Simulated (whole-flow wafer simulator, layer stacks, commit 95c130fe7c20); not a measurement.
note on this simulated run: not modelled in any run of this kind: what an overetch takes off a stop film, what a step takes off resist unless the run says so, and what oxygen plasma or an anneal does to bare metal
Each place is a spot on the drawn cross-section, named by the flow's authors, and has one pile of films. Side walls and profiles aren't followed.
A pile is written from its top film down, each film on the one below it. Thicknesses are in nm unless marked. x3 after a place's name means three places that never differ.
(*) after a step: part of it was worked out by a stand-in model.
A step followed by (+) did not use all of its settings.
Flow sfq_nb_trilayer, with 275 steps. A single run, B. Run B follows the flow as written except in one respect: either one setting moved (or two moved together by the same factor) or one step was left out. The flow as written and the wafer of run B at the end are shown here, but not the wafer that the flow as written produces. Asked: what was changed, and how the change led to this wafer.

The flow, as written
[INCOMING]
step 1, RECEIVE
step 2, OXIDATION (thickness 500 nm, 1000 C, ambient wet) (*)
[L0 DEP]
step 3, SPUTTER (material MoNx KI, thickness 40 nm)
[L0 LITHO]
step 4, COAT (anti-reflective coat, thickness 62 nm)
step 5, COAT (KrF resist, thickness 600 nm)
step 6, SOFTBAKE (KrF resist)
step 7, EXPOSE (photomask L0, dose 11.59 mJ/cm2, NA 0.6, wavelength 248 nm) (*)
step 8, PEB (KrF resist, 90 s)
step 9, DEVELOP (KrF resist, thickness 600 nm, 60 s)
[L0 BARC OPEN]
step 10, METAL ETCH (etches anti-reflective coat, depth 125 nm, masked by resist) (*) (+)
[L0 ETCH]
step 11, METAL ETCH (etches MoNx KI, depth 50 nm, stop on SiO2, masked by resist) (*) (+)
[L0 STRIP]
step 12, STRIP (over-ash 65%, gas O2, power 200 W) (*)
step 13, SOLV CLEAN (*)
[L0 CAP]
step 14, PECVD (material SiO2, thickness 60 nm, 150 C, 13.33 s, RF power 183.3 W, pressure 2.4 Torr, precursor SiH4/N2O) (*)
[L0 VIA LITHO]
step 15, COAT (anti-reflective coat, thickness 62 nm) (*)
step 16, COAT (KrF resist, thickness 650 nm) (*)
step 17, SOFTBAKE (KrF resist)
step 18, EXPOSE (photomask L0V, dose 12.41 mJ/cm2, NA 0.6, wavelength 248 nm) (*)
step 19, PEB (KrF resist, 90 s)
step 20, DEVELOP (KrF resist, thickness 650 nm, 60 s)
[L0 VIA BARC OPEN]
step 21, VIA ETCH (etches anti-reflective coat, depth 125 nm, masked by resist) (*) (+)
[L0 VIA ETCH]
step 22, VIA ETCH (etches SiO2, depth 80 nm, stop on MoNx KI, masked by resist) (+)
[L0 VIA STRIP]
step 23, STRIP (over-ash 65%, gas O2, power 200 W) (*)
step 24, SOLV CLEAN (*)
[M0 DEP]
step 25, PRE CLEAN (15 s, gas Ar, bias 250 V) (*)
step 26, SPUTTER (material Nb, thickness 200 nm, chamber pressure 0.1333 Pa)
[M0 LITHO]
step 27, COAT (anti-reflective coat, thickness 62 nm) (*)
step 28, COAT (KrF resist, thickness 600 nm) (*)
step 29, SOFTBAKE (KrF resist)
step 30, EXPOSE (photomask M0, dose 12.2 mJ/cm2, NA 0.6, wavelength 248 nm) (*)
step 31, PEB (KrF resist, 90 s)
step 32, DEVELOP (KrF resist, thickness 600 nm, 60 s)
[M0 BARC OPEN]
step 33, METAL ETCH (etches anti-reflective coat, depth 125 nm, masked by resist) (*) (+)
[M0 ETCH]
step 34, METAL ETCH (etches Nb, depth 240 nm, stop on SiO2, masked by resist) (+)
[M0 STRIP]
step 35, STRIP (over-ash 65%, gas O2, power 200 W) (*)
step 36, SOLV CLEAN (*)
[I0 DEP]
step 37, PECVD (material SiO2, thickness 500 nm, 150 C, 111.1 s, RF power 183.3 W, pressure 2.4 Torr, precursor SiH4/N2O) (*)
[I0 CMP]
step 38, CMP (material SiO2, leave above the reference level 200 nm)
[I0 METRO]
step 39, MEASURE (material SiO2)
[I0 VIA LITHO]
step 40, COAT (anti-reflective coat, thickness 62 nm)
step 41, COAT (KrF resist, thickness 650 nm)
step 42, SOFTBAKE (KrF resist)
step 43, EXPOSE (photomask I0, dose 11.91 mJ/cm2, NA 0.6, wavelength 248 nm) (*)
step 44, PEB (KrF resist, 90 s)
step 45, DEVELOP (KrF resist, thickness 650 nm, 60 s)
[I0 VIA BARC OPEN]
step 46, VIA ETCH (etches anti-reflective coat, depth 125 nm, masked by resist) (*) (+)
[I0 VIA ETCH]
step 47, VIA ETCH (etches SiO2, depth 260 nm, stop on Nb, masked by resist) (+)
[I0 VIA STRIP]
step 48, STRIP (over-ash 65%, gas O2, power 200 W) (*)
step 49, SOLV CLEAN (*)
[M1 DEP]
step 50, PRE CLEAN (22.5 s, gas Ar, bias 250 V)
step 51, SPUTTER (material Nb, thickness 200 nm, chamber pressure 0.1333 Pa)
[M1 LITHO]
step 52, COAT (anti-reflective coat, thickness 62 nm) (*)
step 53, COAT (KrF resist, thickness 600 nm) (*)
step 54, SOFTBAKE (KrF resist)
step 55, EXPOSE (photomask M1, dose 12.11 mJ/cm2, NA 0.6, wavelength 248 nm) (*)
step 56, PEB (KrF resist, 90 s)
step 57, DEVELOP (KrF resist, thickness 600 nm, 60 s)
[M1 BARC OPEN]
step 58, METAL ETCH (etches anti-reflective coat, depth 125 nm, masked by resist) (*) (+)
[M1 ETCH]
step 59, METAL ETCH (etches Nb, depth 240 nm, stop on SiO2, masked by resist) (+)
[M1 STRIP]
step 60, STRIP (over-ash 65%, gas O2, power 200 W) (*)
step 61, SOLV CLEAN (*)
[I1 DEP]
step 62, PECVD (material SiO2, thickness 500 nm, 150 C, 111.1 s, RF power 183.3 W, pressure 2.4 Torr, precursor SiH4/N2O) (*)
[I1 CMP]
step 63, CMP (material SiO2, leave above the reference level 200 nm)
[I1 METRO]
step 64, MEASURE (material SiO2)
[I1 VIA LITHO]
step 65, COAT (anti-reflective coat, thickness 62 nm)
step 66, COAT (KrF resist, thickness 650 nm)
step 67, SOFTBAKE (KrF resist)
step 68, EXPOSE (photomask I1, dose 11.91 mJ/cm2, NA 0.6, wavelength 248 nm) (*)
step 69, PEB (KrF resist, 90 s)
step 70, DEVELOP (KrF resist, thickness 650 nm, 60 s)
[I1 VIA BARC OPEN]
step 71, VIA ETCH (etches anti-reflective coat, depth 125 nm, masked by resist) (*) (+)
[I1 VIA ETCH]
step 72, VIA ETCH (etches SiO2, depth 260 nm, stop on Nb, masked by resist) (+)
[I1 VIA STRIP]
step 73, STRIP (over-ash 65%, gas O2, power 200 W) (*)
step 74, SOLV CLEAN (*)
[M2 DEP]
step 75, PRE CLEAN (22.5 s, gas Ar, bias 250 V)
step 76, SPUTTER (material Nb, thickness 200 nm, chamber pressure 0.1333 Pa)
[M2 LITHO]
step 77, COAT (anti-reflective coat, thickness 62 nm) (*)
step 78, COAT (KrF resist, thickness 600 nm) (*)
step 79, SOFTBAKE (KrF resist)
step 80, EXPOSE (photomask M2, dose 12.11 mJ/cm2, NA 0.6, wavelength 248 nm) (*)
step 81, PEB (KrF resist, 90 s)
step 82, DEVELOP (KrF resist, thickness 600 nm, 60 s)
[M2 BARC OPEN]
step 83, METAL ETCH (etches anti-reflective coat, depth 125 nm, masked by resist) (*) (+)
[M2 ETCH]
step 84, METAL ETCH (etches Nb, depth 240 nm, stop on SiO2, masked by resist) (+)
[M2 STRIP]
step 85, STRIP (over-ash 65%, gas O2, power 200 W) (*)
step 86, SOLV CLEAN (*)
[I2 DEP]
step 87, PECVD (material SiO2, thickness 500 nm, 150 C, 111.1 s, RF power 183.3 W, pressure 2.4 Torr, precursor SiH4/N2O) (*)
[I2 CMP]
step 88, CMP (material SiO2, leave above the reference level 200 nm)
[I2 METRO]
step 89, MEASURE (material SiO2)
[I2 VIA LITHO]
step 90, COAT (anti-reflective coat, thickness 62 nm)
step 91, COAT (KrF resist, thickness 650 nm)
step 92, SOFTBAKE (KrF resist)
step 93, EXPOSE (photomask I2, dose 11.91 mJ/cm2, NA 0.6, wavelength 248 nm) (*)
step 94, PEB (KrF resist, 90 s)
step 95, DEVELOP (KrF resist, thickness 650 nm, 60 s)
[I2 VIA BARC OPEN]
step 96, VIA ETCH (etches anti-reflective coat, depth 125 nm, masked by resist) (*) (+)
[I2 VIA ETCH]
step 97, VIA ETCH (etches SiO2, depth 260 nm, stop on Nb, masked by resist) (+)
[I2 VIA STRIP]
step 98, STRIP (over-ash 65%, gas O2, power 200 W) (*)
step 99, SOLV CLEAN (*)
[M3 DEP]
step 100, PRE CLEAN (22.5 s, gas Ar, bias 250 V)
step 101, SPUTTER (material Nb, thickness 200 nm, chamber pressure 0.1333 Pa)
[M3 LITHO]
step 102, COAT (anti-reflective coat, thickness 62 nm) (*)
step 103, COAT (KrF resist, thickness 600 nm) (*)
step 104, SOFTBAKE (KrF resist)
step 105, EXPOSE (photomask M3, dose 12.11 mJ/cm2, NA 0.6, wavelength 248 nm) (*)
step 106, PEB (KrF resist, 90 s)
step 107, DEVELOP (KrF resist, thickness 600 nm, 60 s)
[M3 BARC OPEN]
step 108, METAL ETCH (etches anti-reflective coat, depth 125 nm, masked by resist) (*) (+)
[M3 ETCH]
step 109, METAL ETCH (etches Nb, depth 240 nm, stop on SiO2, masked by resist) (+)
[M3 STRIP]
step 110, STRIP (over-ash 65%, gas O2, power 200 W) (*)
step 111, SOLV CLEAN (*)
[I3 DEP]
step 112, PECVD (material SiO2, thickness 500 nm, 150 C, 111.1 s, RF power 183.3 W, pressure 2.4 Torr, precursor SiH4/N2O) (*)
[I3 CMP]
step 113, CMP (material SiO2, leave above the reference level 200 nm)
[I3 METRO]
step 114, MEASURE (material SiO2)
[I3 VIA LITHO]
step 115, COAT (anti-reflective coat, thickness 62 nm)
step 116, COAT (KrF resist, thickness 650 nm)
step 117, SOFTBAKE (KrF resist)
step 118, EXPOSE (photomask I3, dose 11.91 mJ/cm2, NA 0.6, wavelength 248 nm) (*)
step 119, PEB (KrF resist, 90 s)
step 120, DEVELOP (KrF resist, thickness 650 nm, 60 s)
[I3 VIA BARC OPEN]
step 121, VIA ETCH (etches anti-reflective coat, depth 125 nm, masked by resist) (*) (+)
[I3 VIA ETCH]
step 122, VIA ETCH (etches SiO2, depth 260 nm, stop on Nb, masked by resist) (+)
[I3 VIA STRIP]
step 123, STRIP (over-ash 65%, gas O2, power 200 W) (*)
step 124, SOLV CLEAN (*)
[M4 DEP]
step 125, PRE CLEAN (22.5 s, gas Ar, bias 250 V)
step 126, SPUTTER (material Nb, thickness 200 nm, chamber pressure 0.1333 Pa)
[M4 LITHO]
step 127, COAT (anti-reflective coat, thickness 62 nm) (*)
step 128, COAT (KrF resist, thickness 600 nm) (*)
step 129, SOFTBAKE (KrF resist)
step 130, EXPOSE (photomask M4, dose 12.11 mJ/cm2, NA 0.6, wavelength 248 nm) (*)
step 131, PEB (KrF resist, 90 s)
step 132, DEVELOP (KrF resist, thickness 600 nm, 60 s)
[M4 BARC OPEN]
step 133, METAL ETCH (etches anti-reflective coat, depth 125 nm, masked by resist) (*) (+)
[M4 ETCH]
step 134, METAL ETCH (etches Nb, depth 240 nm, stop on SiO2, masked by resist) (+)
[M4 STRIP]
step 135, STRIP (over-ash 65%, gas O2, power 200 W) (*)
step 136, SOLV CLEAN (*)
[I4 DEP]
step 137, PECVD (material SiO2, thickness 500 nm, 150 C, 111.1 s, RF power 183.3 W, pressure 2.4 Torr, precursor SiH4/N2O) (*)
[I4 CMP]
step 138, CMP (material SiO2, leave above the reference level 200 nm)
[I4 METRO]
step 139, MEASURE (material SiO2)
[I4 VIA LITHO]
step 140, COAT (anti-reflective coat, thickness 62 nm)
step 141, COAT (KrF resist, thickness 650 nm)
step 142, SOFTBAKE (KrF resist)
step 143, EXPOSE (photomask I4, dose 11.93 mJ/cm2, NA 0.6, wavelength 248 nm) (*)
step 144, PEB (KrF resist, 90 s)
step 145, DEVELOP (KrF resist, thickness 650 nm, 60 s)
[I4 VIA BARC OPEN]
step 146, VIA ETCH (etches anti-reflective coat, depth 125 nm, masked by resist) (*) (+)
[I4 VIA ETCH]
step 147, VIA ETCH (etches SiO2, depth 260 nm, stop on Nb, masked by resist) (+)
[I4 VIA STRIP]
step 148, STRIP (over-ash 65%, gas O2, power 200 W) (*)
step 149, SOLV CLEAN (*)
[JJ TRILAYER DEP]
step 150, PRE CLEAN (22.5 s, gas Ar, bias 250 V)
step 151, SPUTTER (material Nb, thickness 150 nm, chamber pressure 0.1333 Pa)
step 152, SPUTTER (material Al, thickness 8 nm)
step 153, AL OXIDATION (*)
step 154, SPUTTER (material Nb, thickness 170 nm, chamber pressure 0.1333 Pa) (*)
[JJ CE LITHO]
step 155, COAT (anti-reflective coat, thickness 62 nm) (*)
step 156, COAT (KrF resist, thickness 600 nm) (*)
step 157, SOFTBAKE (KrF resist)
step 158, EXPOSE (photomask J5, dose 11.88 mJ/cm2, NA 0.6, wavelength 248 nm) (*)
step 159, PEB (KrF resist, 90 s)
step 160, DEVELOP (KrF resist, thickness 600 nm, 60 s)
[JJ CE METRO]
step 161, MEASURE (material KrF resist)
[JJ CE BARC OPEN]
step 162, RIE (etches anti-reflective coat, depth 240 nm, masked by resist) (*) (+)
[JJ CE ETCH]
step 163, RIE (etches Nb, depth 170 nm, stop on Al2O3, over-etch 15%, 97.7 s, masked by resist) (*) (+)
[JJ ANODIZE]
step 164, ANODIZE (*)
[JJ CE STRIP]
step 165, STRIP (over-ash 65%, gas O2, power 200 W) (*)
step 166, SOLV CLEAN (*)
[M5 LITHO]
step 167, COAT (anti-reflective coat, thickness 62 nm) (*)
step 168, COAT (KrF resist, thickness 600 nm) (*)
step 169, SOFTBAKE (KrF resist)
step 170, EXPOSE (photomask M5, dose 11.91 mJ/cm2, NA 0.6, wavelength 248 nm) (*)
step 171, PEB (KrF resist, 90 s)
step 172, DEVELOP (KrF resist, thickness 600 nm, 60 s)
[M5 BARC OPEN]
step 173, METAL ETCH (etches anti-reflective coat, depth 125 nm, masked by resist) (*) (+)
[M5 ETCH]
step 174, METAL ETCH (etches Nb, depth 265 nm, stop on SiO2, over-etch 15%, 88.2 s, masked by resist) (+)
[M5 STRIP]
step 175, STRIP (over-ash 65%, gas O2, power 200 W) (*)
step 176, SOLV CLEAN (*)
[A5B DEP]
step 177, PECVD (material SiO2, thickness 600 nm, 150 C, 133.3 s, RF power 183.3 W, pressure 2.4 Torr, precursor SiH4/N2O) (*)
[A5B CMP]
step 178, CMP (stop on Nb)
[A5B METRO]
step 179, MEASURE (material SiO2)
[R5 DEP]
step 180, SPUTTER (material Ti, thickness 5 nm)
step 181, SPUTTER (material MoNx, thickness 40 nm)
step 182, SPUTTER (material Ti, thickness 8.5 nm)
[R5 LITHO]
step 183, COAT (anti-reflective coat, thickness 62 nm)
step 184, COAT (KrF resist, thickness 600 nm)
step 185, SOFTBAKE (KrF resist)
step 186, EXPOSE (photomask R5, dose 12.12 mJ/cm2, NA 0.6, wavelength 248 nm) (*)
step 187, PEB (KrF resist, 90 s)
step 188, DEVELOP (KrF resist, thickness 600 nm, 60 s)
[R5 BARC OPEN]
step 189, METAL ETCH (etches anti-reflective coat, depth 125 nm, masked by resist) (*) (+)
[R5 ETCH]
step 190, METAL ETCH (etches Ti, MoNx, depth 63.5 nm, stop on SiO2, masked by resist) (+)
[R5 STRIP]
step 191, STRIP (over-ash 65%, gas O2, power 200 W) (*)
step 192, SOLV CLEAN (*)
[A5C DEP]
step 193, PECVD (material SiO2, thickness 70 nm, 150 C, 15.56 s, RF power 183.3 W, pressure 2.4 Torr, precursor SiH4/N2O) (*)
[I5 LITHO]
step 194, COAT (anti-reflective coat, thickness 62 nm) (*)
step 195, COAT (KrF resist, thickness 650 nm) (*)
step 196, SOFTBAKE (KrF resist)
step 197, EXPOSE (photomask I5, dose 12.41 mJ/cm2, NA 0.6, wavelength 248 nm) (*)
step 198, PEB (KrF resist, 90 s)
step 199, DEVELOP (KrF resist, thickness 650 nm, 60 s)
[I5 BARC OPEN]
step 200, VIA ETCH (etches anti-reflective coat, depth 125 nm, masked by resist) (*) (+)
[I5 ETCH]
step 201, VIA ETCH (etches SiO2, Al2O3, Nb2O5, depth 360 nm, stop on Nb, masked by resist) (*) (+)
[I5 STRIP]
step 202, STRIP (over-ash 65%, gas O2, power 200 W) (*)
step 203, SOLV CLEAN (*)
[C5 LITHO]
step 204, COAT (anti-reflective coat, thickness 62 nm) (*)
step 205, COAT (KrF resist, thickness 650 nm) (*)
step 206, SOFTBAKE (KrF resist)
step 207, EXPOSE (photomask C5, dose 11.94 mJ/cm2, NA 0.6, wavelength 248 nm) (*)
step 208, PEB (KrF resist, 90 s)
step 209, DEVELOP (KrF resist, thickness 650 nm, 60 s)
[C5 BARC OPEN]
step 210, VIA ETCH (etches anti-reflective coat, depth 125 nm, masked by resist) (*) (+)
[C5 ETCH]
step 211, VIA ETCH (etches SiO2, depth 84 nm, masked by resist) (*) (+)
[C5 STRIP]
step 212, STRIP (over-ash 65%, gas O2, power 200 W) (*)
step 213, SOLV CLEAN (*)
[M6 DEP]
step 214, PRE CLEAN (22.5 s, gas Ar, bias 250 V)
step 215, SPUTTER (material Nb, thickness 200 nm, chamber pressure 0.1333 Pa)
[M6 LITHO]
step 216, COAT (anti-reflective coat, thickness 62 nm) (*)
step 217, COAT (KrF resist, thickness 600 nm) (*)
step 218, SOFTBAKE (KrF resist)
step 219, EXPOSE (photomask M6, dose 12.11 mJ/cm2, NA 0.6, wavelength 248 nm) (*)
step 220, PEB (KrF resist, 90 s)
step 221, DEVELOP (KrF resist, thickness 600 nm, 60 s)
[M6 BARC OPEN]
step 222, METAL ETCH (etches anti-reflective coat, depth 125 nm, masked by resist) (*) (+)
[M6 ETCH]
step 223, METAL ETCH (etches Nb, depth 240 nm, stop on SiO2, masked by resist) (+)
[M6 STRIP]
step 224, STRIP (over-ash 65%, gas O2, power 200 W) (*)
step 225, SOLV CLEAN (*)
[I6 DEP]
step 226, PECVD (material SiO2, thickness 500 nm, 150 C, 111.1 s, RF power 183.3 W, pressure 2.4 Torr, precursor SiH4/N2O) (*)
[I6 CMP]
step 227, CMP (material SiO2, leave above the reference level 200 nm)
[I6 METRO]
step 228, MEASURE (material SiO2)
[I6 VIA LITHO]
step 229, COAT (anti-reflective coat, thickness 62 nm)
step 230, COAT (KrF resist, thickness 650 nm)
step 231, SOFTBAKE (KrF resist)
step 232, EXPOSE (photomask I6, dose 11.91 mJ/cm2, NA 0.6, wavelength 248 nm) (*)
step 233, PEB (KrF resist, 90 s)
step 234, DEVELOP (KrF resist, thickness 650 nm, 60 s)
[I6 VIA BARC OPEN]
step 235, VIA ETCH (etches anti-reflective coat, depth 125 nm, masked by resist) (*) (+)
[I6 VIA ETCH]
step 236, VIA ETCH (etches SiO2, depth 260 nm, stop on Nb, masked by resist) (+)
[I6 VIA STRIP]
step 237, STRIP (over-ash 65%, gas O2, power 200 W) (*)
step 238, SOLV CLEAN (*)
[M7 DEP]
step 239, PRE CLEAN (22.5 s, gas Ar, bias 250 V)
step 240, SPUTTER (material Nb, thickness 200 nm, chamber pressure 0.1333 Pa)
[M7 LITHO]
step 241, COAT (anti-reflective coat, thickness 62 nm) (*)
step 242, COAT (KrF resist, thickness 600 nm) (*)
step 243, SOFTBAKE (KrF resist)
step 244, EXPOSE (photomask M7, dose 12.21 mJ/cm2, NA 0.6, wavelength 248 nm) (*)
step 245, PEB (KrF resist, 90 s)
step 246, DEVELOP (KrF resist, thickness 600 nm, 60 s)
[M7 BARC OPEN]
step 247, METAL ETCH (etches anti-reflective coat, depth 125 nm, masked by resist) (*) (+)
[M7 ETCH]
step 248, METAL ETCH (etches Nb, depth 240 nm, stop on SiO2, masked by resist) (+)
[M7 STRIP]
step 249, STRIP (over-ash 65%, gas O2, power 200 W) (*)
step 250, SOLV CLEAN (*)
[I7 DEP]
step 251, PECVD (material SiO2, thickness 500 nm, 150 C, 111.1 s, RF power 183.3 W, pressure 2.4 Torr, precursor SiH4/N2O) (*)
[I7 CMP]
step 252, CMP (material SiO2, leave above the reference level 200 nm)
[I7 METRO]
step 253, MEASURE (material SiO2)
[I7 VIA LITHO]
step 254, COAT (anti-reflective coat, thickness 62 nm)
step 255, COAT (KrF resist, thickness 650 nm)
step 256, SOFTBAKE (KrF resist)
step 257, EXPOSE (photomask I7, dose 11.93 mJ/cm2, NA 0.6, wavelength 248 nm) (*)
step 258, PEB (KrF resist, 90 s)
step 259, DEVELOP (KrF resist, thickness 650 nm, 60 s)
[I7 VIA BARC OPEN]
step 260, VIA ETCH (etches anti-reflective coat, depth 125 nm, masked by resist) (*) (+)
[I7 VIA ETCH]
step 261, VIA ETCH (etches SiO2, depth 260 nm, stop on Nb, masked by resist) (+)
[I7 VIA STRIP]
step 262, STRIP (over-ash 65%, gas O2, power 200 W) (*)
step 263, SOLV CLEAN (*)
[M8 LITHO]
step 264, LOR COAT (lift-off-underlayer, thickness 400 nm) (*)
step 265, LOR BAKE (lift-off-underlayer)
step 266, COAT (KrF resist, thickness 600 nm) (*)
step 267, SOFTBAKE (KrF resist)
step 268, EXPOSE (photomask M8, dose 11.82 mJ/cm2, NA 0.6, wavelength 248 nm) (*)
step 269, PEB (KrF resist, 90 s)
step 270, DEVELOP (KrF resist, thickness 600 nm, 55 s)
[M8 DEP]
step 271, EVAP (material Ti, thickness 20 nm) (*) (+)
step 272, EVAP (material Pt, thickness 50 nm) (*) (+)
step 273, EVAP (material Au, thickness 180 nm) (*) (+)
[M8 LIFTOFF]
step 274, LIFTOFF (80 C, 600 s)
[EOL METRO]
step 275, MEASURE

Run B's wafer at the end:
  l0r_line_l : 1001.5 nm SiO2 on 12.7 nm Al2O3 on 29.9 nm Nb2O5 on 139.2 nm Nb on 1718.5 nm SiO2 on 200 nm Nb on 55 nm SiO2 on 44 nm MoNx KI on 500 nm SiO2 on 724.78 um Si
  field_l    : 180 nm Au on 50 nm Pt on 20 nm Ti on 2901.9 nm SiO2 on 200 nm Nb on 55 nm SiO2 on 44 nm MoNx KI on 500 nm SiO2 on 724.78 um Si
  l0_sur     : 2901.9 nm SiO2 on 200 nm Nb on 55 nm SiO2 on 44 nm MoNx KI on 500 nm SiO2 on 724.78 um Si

Cause: step 3, SPUTTER: thickness 44 nm was run, whereas the flow has thickness 40 nm.
The wafer lets one read it off: l0r_line_l has MoNx KI 44, and step 3 as written asks for 40 nm.

The path from the change to this, step by step:
  step 3, SPUTTER (material MoNx KI, thickness 40 nm)
      field_l, v_sur, via_wl and 103 more: MoNx KI gains 44 (new film) (in the flow as written it would be: MoNx KI gains 40 (new film))
  step 11, METAL ETCH (etches MoNx KI, depth 50 nm, stop on SiO2, masked by resist) (*) (+)
      v_sur, via_wl, via_w and 97 more: MoNx KI loses 44 (all of it) (in the flow as written it would be: MoNx KI loses 40 (all of it))
  step 27, COAT (anti-reflective coat, thickness 62 nm) (*)
      l0r_space_c: anti-reflective coat gains 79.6 (new film) (in the flow as written it would be: anti-reflective coat gains 78 (new film))
  step 35, STRIP (over-ash 65%, gas O2, power 200 W) (*)
      l0r_space_c: KrF resist loses 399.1 (all of it), anti-reflective coat loses 79.6 (all of it) (in the flow as written it would be: KrF resist loses 397.6 (all of it), anti-reflective coat loses 78 (all of it))
